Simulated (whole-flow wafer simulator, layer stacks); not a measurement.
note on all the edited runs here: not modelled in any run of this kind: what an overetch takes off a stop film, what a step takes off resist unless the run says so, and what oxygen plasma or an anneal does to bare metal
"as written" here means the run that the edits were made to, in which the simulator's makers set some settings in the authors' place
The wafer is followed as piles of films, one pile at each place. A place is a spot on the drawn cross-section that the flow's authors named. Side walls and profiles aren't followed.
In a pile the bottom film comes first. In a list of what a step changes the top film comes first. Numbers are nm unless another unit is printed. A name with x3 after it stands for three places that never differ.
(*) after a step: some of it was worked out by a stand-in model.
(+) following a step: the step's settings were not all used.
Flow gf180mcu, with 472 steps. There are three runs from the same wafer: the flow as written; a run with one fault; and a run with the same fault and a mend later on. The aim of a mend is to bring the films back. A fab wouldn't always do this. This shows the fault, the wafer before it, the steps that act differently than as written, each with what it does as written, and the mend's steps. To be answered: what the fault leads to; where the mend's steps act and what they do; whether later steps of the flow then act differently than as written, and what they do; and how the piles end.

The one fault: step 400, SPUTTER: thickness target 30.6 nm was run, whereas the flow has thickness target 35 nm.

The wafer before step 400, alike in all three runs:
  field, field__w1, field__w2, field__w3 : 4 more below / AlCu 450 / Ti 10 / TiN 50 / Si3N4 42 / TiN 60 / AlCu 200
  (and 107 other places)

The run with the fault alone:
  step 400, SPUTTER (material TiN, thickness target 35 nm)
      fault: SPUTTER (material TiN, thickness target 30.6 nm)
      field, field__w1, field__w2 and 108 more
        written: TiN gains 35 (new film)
        fault: TiN gains 30.6 (new film)
  Steps further on in the flow that do not act as written (10 more steps, not shown, differ only slightly: by at most 2% or 0.5 nm, whichever is larger):
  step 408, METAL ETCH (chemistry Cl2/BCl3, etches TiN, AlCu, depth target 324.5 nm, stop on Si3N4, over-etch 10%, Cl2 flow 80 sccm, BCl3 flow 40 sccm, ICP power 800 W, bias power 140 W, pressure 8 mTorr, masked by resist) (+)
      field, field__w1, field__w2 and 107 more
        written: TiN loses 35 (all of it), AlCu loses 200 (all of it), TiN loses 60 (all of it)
        fault: TiN loses 30.6 (all of it), AlCu loses 200 (all of it), TiN loses 60 (all of it)
  By the end, the piles at mim depart from the flow's by more than 2% or 0.5 nm, whichever is larger.
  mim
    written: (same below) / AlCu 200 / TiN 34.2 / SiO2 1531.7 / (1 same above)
    fault: (same below) / AlCu 200 / TiN 29.8 / SiO2 1531.7 / (1 same above)

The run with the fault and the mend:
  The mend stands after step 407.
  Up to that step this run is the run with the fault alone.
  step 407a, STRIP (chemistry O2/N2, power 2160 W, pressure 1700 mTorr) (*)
      mim
        resist loses 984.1 (all of it)
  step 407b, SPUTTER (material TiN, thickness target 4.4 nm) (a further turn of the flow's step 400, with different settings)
      field, field__w1, field__w2 and 108 more
        TiN gains 4.4
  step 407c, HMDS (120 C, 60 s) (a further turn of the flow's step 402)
      leaves every film unchanged at each place that is followed
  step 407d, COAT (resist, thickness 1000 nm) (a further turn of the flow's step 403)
      field, field__w1, field__w2 and 108 more
        resist gains 1000 (new film)
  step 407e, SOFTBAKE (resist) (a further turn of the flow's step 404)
      leaves every film unchanged at each place that is followed
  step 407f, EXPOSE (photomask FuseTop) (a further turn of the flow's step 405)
      leaves every film unchanged at each place that is followed
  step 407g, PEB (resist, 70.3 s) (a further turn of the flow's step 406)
      field, field__w1, field__w2 and 108 more
        resist loses 15.9
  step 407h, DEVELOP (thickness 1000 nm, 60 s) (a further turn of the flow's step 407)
      field, field__w1, field__w2 and 107 more
        resist loses 984.1 (all of it)
  Every later step of the flow that is run acts as written at every place that is followed.
  The piles end the same as the flow's at every place that both follow.
